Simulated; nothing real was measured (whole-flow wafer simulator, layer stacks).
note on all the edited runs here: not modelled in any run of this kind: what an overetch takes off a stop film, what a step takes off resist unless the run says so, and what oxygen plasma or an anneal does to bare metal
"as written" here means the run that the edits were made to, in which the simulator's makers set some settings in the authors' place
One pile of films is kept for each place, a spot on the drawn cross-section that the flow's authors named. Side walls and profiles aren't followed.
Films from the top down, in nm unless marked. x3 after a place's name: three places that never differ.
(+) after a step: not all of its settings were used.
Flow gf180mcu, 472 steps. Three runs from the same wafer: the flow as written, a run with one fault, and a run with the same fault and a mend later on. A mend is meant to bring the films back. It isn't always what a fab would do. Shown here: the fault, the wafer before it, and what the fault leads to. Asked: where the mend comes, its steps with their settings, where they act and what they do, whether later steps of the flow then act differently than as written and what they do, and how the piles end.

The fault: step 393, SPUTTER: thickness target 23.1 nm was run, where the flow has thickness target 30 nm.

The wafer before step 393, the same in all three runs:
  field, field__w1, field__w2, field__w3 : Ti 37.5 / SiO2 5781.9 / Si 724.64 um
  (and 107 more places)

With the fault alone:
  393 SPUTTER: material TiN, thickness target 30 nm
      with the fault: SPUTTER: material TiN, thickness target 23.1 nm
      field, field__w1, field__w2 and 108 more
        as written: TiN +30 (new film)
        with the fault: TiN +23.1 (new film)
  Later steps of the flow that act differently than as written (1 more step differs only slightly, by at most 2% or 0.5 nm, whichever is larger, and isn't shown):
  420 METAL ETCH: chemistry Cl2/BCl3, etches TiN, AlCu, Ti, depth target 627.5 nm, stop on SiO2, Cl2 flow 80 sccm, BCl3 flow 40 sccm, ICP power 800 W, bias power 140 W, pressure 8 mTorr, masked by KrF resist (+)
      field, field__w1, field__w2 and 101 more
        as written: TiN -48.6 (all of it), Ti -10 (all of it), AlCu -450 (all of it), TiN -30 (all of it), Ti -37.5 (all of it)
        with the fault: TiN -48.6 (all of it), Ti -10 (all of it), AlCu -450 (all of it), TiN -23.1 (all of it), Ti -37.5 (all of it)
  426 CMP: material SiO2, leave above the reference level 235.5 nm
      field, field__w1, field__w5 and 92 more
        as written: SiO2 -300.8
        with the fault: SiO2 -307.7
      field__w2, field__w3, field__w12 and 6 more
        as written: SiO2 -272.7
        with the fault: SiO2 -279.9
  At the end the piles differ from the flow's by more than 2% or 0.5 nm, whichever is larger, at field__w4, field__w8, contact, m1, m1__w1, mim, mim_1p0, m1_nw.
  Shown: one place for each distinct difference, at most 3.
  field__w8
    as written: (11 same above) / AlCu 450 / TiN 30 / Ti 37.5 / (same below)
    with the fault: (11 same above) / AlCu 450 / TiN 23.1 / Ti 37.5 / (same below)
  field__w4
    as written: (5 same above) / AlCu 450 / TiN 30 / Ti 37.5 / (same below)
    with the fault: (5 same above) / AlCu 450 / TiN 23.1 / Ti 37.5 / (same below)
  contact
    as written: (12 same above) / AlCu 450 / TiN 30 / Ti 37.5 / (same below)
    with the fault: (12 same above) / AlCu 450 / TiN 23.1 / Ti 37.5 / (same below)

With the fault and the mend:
  The mend comes after step 393.
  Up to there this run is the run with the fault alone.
  393a SPUTTER: material TiN, thickness target 6.9 nm (the flow's step 393 once more, with other settings)
      field, field__w1, field__w2 and 108 more
        TiN +6.9
  No later step of the flow acts differently than as written at any place that is followed.
  At the end the piles are the same as the flow's at every place that both follow.
